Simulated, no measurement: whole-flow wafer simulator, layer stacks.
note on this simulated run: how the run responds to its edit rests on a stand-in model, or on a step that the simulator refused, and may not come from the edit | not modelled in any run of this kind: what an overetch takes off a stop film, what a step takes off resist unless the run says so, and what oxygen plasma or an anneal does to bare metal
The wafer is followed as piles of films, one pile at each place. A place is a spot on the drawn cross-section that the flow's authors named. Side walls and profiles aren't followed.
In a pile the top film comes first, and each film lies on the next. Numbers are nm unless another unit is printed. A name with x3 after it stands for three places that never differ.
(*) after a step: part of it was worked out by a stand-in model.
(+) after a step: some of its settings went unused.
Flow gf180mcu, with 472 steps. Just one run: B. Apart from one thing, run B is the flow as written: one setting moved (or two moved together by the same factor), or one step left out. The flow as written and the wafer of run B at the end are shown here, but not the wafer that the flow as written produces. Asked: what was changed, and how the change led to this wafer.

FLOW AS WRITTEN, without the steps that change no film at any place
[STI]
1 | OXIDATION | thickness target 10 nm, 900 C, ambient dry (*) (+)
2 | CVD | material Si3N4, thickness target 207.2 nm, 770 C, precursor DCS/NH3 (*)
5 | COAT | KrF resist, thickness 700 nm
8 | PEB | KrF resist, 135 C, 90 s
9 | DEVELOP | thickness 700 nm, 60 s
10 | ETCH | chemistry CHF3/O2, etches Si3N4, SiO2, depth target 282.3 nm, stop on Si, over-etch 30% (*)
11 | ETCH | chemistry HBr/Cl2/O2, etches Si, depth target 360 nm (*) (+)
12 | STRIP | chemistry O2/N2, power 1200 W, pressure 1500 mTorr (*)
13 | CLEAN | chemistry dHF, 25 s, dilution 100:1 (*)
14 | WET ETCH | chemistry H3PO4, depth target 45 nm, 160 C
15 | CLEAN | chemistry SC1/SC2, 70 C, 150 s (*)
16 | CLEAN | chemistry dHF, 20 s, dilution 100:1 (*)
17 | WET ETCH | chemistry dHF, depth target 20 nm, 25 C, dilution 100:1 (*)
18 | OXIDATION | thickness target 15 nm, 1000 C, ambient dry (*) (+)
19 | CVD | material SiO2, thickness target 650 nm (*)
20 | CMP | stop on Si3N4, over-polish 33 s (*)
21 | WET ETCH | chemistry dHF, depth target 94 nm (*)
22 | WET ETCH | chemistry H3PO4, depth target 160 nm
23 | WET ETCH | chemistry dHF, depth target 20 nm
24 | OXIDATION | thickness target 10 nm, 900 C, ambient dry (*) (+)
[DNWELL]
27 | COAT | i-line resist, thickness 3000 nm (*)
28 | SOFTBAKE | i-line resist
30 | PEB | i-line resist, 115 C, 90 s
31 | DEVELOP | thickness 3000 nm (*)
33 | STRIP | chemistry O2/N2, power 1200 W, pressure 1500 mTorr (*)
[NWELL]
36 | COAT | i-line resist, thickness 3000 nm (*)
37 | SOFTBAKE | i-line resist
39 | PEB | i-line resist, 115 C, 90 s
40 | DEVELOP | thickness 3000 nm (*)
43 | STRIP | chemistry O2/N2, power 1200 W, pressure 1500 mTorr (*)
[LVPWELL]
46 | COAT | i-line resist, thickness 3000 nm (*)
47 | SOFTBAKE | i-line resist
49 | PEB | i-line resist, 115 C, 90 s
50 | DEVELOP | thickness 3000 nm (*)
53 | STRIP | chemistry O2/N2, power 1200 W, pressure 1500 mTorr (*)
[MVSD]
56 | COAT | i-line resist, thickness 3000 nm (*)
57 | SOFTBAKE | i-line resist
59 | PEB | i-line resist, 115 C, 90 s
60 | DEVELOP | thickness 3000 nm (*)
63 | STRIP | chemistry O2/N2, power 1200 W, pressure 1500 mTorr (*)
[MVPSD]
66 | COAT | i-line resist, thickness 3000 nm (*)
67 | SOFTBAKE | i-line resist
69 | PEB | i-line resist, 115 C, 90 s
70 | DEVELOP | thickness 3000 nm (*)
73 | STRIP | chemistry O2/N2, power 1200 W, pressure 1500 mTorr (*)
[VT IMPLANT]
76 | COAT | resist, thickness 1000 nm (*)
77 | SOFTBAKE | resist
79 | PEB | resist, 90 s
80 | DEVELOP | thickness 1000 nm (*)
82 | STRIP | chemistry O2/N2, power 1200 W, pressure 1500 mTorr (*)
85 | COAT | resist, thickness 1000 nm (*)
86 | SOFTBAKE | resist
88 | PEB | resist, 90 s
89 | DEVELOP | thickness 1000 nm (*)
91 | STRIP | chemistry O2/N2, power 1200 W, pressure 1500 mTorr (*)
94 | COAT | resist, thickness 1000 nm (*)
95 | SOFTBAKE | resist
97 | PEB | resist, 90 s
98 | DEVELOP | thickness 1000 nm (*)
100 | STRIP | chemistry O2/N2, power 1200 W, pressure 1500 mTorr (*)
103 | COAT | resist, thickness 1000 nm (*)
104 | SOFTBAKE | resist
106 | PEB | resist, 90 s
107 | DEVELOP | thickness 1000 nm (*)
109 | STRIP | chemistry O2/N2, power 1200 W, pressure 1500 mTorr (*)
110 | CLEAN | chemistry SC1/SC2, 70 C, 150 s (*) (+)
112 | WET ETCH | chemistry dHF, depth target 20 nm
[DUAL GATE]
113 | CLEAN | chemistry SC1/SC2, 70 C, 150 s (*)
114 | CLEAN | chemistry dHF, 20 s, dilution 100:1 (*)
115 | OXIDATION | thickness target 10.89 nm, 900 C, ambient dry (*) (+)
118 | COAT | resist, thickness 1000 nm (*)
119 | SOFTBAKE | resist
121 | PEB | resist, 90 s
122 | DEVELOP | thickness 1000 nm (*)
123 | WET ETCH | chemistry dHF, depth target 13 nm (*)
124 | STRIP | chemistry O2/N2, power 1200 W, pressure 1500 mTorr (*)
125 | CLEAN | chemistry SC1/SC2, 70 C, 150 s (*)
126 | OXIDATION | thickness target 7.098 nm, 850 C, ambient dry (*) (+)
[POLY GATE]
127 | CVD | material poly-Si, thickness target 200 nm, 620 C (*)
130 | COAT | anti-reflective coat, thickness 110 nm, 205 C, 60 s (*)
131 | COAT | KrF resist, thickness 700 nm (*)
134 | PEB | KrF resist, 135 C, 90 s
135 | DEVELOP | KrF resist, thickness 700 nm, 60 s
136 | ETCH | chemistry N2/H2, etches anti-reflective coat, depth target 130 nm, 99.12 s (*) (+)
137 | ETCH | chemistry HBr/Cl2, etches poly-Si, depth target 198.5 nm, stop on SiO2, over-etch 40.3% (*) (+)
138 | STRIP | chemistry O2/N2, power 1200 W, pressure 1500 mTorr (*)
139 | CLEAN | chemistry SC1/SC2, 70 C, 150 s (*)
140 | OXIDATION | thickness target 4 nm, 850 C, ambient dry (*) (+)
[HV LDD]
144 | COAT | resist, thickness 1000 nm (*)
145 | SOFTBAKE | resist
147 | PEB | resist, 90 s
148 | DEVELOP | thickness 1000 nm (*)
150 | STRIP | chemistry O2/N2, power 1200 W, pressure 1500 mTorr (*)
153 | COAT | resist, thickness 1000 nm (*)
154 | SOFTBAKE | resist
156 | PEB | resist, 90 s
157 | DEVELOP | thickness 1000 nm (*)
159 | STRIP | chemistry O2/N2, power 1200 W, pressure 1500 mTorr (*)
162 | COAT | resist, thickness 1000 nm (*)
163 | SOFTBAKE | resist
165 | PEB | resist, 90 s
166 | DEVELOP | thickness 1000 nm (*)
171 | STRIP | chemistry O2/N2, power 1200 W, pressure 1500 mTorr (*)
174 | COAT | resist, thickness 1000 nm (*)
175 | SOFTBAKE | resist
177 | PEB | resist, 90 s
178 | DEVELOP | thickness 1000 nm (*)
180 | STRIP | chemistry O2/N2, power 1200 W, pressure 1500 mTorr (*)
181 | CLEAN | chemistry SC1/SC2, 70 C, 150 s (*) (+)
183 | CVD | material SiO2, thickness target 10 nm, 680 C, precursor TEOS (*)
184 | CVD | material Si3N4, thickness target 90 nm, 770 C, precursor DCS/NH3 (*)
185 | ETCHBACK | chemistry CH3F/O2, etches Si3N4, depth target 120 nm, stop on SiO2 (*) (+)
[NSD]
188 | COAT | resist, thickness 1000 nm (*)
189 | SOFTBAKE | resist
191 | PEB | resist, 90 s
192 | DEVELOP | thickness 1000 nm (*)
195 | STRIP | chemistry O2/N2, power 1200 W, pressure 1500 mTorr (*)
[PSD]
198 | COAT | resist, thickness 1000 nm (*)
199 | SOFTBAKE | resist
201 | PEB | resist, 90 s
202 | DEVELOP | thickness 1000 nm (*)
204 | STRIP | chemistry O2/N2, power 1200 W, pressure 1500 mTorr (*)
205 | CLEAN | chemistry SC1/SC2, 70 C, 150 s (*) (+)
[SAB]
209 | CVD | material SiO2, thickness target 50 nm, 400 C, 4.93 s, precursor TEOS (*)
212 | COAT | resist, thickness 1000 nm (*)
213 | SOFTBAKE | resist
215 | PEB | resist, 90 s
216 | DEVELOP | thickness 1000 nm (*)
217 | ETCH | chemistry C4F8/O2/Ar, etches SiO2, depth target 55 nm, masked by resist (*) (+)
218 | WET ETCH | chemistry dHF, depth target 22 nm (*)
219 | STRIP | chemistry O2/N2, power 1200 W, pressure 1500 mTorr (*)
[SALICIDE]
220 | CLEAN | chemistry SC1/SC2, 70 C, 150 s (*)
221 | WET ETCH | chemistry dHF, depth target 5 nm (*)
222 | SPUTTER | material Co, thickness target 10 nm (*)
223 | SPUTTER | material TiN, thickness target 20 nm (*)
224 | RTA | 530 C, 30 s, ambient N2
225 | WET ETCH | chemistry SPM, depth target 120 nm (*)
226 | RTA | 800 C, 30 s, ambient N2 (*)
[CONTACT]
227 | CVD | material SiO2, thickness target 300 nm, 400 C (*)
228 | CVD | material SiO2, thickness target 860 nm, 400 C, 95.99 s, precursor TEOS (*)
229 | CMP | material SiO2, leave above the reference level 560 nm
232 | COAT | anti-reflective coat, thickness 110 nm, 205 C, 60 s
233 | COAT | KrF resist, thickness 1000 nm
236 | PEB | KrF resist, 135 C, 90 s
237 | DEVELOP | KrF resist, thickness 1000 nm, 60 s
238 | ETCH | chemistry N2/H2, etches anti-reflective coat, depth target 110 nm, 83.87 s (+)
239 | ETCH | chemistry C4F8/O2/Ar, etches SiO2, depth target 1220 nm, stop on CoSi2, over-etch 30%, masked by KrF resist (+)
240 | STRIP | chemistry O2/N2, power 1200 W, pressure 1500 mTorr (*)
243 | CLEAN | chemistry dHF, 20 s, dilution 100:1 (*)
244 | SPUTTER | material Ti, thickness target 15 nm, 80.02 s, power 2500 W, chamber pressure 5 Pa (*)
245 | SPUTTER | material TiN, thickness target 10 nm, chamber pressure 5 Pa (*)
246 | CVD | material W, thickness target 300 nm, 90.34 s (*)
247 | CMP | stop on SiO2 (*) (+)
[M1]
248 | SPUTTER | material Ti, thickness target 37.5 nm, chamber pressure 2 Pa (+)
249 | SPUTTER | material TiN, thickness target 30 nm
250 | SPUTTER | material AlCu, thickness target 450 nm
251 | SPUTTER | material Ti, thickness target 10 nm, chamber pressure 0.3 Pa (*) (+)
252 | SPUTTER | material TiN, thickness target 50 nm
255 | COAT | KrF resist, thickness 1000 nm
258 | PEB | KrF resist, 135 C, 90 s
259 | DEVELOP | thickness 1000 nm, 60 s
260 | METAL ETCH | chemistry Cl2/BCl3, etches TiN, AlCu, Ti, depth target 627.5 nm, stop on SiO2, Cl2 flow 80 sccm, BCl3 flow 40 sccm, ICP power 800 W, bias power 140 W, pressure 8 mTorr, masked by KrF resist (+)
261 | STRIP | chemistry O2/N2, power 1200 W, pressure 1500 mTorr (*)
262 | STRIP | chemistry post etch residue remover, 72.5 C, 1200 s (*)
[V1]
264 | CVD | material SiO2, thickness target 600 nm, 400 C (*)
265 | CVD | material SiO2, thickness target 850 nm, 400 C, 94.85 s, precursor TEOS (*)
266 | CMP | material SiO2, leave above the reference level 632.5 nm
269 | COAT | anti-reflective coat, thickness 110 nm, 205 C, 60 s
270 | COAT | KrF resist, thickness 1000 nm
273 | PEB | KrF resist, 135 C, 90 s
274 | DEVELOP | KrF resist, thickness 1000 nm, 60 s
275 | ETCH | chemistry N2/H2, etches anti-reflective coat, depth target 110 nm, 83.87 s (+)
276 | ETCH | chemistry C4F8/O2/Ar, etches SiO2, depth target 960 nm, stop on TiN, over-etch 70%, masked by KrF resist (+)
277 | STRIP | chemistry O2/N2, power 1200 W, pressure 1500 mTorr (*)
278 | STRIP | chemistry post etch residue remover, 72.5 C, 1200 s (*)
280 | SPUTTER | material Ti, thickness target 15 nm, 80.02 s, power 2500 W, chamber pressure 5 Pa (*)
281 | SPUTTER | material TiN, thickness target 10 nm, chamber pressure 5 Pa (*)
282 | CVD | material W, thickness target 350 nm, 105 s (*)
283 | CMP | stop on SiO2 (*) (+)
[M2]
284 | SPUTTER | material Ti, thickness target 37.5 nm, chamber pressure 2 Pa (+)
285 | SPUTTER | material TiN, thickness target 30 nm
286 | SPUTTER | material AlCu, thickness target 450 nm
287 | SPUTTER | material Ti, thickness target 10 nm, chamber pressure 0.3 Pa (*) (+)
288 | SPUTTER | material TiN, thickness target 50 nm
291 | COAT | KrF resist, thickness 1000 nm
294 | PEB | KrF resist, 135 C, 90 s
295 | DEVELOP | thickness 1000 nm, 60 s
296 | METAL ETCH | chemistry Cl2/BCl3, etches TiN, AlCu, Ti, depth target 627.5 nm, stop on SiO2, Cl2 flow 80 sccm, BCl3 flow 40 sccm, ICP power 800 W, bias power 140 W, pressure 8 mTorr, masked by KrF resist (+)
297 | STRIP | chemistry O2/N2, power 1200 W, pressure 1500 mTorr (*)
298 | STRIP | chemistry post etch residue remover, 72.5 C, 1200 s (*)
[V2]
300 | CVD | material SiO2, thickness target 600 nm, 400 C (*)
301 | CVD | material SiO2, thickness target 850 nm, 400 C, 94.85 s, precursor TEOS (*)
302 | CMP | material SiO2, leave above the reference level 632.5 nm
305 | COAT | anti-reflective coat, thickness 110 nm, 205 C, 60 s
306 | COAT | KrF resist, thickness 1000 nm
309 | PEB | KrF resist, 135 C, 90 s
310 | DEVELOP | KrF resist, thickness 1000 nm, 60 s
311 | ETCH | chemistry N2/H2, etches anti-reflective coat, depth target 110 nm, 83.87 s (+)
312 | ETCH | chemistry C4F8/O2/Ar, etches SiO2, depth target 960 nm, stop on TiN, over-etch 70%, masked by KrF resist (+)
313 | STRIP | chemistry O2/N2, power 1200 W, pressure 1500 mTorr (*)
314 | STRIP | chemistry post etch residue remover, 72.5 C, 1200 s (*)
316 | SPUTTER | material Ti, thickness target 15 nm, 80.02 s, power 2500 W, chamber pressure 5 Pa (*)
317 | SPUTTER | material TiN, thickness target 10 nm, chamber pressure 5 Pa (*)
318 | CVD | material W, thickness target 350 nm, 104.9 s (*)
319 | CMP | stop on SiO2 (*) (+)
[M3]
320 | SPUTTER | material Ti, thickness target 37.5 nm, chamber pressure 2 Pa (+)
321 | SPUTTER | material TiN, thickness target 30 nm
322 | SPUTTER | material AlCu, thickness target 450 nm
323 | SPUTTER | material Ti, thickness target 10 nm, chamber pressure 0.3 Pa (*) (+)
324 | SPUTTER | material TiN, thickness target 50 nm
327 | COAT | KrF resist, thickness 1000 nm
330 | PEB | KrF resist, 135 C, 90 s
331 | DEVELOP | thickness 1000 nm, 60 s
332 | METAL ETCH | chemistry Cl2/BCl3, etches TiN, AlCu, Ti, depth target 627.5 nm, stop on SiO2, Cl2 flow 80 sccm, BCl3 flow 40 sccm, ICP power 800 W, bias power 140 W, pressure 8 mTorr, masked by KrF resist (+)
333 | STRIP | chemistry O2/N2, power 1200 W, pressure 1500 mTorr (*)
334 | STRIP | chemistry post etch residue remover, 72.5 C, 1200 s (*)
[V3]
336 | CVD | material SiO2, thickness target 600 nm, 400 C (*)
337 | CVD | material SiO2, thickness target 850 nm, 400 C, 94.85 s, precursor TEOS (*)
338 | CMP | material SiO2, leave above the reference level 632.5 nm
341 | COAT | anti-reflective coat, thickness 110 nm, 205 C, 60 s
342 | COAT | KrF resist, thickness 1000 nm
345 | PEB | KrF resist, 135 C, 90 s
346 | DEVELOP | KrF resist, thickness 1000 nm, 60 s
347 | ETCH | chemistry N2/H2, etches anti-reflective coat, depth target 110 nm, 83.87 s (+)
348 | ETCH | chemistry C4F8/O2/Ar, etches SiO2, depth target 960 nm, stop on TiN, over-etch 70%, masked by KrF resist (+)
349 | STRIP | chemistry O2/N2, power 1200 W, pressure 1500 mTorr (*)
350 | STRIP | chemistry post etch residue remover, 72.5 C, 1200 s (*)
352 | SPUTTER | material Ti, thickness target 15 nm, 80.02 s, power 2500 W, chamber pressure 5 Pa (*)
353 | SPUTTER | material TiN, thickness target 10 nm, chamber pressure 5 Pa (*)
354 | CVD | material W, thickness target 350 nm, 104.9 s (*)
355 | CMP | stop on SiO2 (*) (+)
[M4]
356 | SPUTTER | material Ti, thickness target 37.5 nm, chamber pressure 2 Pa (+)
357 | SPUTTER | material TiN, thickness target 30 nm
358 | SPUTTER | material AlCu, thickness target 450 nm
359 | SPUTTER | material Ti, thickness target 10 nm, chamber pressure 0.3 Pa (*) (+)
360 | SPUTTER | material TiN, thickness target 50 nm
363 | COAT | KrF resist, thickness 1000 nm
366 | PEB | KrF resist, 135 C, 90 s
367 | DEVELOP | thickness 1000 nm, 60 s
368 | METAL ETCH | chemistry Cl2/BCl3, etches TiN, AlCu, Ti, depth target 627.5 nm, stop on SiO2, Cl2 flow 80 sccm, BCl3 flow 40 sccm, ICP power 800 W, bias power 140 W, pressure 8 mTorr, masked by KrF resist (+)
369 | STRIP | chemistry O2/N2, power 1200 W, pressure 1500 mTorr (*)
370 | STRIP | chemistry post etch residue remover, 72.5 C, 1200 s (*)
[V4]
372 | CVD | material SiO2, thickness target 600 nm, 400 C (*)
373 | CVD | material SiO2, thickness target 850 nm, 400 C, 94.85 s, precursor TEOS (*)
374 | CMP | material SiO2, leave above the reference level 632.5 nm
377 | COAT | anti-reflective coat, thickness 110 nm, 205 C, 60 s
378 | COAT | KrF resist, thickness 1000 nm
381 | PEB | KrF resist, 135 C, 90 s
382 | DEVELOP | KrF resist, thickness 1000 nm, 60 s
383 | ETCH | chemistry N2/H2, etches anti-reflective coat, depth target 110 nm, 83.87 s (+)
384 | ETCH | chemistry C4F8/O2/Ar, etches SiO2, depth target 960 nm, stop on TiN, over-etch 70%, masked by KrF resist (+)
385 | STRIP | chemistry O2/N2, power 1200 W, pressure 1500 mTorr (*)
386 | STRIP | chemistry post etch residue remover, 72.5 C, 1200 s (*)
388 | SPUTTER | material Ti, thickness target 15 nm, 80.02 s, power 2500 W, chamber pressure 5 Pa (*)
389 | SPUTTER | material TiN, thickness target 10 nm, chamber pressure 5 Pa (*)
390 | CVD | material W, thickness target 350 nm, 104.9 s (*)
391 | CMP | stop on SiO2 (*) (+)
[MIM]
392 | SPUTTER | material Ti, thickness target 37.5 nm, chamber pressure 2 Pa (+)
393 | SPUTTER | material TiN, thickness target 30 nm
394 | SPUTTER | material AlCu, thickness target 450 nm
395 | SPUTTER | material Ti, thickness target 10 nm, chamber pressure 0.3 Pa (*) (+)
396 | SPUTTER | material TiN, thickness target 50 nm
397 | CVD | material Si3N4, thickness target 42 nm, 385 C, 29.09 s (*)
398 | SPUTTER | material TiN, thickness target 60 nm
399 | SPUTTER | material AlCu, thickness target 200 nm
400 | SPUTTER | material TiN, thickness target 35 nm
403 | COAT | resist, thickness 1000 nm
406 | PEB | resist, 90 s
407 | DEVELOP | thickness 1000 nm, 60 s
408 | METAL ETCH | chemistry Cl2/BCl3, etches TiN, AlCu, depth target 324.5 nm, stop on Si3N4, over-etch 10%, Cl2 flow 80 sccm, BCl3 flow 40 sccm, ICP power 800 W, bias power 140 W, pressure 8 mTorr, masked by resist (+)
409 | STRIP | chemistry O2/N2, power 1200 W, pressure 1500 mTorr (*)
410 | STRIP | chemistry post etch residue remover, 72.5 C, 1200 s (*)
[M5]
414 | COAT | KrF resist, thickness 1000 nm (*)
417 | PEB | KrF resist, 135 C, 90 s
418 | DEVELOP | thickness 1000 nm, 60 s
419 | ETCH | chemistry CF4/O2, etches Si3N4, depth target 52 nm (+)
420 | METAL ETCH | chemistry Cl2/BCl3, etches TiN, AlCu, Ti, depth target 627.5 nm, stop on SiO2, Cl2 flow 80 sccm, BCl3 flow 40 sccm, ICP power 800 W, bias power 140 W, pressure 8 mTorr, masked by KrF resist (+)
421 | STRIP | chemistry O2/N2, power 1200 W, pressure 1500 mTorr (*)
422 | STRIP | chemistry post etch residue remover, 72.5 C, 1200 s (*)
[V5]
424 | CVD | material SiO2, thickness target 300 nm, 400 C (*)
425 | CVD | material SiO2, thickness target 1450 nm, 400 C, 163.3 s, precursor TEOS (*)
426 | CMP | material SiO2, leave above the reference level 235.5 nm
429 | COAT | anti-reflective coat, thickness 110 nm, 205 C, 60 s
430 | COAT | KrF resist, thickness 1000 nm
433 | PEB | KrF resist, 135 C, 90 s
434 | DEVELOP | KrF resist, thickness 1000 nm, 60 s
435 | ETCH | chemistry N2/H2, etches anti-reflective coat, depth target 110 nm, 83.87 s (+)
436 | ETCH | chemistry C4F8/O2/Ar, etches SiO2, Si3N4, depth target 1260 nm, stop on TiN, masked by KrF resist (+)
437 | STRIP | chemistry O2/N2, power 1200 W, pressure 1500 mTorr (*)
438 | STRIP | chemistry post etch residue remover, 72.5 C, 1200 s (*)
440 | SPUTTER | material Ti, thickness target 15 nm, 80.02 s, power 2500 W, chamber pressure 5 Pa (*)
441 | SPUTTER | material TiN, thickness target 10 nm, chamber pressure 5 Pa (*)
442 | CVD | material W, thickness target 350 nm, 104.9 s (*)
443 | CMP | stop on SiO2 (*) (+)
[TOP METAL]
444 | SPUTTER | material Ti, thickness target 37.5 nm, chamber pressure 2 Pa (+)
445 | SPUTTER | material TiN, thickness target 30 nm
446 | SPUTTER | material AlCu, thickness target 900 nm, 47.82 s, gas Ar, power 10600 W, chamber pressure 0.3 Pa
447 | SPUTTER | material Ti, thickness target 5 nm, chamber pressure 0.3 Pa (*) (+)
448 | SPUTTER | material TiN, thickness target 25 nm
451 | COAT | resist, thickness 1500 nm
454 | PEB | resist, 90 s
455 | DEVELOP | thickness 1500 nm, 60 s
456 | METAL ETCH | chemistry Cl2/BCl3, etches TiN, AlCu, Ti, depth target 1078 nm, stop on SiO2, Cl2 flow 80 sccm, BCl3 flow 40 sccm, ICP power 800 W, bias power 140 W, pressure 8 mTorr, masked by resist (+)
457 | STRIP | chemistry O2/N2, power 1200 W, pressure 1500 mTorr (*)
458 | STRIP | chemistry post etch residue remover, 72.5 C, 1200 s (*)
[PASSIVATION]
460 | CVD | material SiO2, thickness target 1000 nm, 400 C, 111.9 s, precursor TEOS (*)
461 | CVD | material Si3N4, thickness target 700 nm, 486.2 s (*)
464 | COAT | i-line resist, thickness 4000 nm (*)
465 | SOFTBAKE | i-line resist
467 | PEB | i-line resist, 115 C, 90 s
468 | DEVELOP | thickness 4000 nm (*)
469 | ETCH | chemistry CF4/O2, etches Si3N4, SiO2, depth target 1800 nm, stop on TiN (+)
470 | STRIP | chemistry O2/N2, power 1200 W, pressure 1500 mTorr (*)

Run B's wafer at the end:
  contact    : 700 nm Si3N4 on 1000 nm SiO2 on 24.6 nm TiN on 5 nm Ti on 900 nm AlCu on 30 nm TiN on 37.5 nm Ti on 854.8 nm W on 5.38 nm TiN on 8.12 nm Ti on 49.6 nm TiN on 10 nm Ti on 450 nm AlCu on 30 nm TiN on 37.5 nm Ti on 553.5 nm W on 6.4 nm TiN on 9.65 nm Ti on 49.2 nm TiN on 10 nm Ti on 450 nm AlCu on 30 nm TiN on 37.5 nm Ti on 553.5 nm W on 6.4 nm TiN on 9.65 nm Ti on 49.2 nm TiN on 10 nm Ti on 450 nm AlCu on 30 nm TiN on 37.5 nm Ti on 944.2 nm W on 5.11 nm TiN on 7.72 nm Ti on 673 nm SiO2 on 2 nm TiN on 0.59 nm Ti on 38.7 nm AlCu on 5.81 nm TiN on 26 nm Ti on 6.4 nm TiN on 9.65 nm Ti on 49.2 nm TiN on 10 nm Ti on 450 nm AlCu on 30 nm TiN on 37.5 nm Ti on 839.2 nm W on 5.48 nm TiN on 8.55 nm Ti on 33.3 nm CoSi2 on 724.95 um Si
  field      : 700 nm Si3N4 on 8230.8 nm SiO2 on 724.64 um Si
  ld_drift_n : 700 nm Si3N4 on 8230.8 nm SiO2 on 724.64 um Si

The reason: step 282, CVD: material W, thickness target 350 nm, 105 s (*), was skipped.

The path from the change to this, step by step:
  283 | CMP | stop on SiO2 (*) (+)
      field, field__w1, field__w2 and 107 more: TiN loses 10 (all of it), Ti loses 15 (all of it), SiO2 loses 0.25 (it would be, as written: W loses 350 (all of it), TiN loses 10 (all of it), Ti loses 15 (all of it), SiO2 loses 3.78)
      contact: nothing (it would be, as written: W loses 378.8)
  284 | SPUTTER | material Ti, thickness target 37.5 nm, chamber pressure 2 Pa (+)
      contact: Ti gains 26 (new film) (it would be, as written: Ti gains 37.5 (new film))
  285 | SPUTTER | material TiN, thickness target 30 nm
      contact: TiN gains 5.81 (new film) (it would be, as written: TiN gains 30 (new film))
  286 | SPUTTER | material AlCu, thickness target 450 nm
      contact: AlCu gains 38.7 (new film) (it would be, as written: AlCu gains 450 (new film))
  287 | SPUTTER | material Ti, thickness target 10 nm, chamber pressure 0.3 Pa (*) (+)
      contact: Ti gains 0.59 (new film) (it would be, as written: Ti gains 10 (new film))
  288 | SPUTTER | material TiN, thickness target 50 nm
      contact: TiN gains 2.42 (new film) (it would be, as written: TiN gains 50 (new film))
  291 | COAT | KrF resist, thickness 1000 nm
      field__w1, field__w8: KrF resist gains 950 (new film) (it would be, as written: KrF resist gains 1000 (new film))
      n_well: KrF resist gains 969.9 (new film) (it would be, as written: KrF resist gains 1000 (new film))
      (also at 7 further places)
  294 | PEB | KrF resist, 135 C, 90 s
      contact: KrF resist loses 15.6 (it would be, as written: KrF resist loses 6.68)
      m1: KrF resist loses 6.01 (it would be, as written: KrF resist loses 6.68)
  295 | DEVELOP | thickness 1000 nm, 60 s
      field__w1: KrF resist loses 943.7 (all of it) (it would be, as written: KrF resist loses 993.3 (all of it))
      n_well: KrF resist loses 963.4 (all of it) (it would be, as written: KrF resist loses 993.3 (all of it))
      (also at 4 further places)
  297 | STRIP | chemistry O2/N2, power 1200 W, pressure 1500 mTorr (*)
      field__w8: KrF resist loses 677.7 (all of it) (it would be, as written: KrF resist loses 727.4 (all of it))
      contact: KrF resist loses 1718 (all of it) (it would be, as written: KrF resist loses 727.4 (all of it))
      (also at 2 further places)
  300 | CVD | material SiO2, thickness target 600 nm, 400 C (*)
      contact: SiO2 gains 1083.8 (new film) (it would be, as written: SiO2 gains 600 (new film))
  302 | CMP | material SiO2, leave above the reference level 632.5 nm
      contact: SiO2 loses 300 (it would be, as written: SiO2 loses 877.1)
  312 | ETCH | chemistry C4F8/O2/Ar, etches SiO2, depth target 960 nm, stop on TiN, over-etch 70%, masked by KrF resist (+)
      contact: SiO2 loses 960 (it would be, as written: SiO2 loses 572.1 (all of it))
  316 | SPUTTER | material Ti, thickness target 15 nm, 80.02 s, power 2500 W, chamber pressure 5 Pa (*)
      contact: Ti gains 7.72 (new film) (it would be, as written: Ti gains 9.65 (new film))
  317 | SPUTTER | material TiN, thickness target 10 nm, chamber pressure 5 Pa (*)
      contact: TiN gains 5.11 (new film) (it would be, as written: TiN gains 6.4 (new film))
  318 | CVD | material W, thickness target 350 nm, 104.9 s (*)
      contact: W gains 1323 (new film) (it would be, as written: W gains 932.3 (new film))
If metal films that touch count as one body, contact has 2 bodies (between them, from the top down: SiO2 673); the flow as written gives 1 body.
